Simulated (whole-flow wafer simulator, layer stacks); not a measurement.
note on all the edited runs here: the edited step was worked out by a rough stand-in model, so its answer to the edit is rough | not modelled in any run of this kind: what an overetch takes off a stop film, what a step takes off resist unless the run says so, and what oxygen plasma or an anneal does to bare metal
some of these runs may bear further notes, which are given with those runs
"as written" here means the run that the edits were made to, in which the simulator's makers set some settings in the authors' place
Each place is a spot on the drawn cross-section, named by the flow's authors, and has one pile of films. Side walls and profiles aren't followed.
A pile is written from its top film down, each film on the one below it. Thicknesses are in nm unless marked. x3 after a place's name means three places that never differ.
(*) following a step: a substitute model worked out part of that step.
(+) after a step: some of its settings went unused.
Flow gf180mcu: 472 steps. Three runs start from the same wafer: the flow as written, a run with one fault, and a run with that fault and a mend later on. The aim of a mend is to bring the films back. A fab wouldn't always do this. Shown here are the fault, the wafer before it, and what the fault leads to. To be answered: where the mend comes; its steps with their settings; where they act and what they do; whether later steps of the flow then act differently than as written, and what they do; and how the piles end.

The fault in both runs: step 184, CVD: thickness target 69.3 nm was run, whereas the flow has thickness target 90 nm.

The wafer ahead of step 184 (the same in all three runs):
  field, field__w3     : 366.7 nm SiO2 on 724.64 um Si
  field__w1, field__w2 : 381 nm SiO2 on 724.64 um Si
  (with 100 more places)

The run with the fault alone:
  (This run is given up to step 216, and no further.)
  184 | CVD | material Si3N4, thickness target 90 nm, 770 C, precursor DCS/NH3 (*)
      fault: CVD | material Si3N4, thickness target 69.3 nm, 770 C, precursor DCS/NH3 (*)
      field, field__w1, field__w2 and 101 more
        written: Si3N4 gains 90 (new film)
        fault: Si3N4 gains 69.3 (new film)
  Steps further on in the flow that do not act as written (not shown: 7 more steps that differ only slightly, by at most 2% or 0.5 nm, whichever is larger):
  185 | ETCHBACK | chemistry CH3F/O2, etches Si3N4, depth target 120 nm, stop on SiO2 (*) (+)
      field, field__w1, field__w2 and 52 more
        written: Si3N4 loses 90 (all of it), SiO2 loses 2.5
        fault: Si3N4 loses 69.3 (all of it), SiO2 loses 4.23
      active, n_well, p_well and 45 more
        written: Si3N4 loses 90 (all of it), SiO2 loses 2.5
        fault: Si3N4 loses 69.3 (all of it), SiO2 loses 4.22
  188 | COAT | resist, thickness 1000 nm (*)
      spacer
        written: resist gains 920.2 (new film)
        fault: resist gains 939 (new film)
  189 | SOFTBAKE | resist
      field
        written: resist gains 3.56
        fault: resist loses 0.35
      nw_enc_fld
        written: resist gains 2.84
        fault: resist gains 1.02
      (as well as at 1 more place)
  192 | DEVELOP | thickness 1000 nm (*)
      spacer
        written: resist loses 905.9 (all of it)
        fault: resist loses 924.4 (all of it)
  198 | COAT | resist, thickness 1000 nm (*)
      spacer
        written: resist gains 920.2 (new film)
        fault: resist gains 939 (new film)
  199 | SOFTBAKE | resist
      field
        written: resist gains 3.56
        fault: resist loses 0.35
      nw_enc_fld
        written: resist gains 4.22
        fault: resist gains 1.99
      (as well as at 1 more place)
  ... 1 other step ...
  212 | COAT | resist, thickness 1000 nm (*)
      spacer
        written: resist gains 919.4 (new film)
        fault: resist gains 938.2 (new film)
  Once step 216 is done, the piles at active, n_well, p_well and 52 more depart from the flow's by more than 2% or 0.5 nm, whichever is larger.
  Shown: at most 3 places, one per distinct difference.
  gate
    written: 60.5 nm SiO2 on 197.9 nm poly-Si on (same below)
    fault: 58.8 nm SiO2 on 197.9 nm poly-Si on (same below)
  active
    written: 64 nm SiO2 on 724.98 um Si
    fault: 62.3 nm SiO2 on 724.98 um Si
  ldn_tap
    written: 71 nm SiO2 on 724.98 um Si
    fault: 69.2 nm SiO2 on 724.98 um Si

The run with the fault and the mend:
  The mend stands after step 184.
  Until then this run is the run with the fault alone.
  184a | CVD | material Si3N4, thickness target 20.7 nm, 770 C, precursor DCS/NH3 (*) (a further turn of the flow's step 184, with different settings)
      field, field__w1, field__w2 and 101 more
        Si3N4 gains 20.7
  None of the later steps of the flow differs from how it acts as written, at any place that is followed, by more than 2% or 0.5 nm, whichever is larger.
  The piles end the same as the flow's at every place that both follow.
